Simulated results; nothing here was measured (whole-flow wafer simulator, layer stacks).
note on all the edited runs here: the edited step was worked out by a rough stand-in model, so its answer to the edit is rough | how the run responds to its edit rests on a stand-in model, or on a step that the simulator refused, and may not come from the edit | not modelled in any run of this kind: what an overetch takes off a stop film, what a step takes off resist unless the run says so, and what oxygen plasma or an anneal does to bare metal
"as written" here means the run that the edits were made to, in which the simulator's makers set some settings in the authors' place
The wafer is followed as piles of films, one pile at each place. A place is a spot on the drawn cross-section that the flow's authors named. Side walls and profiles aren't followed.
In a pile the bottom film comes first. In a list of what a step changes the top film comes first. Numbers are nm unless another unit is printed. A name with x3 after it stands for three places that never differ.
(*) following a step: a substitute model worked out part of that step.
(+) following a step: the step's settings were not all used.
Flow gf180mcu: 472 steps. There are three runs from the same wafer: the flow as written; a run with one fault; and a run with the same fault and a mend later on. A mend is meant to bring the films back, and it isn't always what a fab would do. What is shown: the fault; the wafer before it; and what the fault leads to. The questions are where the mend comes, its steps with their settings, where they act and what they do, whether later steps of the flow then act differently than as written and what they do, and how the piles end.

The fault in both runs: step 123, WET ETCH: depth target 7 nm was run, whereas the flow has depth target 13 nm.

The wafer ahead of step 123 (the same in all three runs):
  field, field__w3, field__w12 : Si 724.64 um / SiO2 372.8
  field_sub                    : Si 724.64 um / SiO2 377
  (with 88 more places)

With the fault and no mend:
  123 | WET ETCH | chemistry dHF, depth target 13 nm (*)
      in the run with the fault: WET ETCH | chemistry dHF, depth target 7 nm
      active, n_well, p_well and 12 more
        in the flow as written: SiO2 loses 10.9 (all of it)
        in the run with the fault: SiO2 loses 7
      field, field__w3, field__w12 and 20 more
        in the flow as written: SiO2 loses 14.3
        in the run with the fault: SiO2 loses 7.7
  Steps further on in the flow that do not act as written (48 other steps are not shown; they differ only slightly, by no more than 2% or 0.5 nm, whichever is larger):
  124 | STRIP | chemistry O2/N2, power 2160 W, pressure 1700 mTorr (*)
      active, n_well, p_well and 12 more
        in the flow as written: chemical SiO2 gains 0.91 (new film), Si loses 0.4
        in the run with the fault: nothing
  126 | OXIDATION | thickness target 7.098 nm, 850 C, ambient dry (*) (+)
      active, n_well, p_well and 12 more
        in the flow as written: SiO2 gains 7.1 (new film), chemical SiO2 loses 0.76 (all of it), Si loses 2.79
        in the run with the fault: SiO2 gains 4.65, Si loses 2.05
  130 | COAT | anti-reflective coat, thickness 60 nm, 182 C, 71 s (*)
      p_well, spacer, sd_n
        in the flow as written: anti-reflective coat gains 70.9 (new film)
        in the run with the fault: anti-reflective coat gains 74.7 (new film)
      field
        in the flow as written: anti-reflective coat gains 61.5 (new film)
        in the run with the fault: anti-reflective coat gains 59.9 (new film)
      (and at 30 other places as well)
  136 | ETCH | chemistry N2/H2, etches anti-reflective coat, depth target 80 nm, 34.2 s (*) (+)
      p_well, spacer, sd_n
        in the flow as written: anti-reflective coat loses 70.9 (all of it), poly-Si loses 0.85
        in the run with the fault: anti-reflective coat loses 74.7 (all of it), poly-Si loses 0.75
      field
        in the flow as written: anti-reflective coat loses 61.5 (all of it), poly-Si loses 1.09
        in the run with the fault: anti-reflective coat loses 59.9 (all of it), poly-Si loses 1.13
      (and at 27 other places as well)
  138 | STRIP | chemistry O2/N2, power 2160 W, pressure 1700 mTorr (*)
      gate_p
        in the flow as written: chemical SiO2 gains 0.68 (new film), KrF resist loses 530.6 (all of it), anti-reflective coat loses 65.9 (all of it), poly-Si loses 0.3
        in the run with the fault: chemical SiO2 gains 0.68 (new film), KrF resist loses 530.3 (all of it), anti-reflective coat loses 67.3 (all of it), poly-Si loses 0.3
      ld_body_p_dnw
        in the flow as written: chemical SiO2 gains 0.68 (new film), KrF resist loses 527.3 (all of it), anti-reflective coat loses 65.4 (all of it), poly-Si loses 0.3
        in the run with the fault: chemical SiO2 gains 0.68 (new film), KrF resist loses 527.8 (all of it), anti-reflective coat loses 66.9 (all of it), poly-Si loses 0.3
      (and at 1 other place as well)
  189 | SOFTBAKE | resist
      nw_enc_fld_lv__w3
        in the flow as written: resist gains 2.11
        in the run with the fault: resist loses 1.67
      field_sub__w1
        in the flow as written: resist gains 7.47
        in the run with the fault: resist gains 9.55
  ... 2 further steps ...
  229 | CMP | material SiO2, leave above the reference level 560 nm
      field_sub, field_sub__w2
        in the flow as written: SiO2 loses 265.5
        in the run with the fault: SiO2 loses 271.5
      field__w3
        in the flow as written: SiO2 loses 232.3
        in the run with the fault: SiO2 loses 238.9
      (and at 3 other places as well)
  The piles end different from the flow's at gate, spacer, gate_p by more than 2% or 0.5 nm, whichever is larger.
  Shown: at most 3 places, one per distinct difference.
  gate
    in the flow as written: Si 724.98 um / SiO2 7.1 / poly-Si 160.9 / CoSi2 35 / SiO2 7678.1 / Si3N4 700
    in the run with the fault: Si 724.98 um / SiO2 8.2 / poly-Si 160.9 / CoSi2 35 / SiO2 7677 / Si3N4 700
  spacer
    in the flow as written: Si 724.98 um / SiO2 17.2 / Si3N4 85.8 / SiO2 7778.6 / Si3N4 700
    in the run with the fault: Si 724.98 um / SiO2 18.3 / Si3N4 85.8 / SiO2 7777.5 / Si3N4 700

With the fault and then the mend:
  After step 123 comes the mend.
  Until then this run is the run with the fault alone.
  123a | WET ETCH | chemistry dHF, depth target 6 nm (*) (the flow's step 123, run once more with other settings)
      field, field__w3, field__w12 and 20 more
        SiO2 loses 6
      active, n_well, p_well and 12 more
        SiO2 loses 3.89 (all of it)
  Steps further on in the flow that do not act as written (49 other steps are not shown; they differ only slightly, by no more than 2% or 0.5 nm, whichever is larger):
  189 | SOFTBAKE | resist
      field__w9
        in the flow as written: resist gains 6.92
        in the run with the mend: resist loses 3.06
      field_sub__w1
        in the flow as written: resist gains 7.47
        in the run with the mend: resist gains 9.72
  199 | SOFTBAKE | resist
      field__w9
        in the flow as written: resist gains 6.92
        in the run with the mend: resist loses 3.06
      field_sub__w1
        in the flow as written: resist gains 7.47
        in the run with the mend: resist gains 9.72
  When the end is reached, the piles differ only a little from the flow's at the places that both follow, at most by 2% or 0.5 nm, whichever is larger.
